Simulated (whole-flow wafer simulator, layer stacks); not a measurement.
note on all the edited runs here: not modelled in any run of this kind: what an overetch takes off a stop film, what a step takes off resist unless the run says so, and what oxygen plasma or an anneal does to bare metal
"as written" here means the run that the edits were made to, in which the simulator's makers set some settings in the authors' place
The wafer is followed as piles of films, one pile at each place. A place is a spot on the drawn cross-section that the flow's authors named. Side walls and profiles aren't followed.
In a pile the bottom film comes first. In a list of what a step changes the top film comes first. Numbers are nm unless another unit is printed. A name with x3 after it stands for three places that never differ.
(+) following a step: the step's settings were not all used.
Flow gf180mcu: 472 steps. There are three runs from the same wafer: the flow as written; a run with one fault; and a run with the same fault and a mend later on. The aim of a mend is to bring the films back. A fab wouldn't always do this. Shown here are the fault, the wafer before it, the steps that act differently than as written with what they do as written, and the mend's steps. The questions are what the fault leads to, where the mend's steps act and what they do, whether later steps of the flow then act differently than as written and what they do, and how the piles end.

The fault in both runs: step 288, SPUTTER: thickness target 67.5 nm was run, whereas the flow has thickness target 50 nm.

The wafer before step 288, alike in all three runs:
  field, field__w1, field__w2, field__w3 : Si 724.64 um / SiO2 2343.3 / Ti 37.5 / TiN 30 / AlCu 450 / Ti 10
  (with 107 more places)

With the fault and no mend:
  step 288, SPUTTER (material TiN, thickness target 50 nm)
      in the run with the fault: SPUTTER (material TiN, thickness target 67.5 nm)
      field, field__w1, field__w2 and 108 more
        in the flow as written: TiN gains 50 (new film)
        in the run with the fault: TiN gains 67.5 (new film)
  Steps later in the flow that act otherwise than as written (5 more steps, not shown, differ only slightly: by at most 2% or 0.5 nm, whichever is larger):
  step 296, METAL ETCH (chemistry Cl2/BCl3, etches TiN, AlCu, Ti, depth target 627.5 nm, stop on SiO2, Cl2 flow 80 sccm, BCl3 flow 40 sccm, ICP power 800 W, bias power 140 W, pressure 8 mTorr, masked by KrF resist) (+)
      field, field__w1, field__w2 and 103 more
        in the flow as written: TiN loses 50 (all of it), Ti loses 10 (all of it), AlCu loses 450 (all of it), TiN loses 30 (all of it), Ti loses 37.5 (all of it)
        in the run with the fault: TiN loses 67.5 (all of it), Ti loses 10 (all of it), AlCu loses 450 (all of it), TiN loses 30 (all of it), Ti loses 37.5 (all of it)
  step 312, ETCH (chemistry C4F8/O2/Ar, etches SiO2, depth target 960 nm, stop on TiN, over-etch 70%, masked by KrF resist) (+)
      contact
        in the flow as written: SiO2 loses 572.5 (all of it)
        in the run with the fault: SiO2 loses 555 (all of it)
  The piles end different from the flow's at field__w8, contact, m1, m1__w1, m1_nw by more than 2% or 0.5 nm, whichever is larger.
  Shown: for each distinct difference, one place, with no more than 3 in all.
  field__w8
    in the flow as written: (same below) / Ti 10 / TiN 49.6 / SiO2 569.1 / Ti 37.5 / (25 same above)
    in the run with the fault: (same below) / Ti 10 / TiN 67.1 / SiO2 551.6 / Ti 37.5 / (25 same above)
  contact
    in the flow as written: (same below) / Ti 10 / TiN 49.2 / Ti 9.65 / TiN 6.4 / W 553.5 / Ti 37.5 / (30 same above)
    in the run with the fault: (same below) / Ti 10 / TiN 66.7 / Ti 9.75 / TiN 6.47 / W 535.8 / Ti 37.5 / (30 same above)

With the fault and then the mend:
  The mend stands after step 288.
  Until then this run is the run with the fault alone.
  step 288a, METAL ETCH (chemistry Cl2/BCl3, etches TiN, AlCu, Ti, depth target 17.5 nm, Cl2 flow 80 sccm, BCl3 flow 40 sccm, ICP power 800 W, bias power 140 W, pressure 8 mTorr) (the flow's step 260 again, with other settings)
      field, field__w1, field__w2 and 108 more
        TiN loses 17.5
  Later steps of the flow that are run all act as written at every place that is followed.
  The piles end the same as the flow's at every place that both follow.
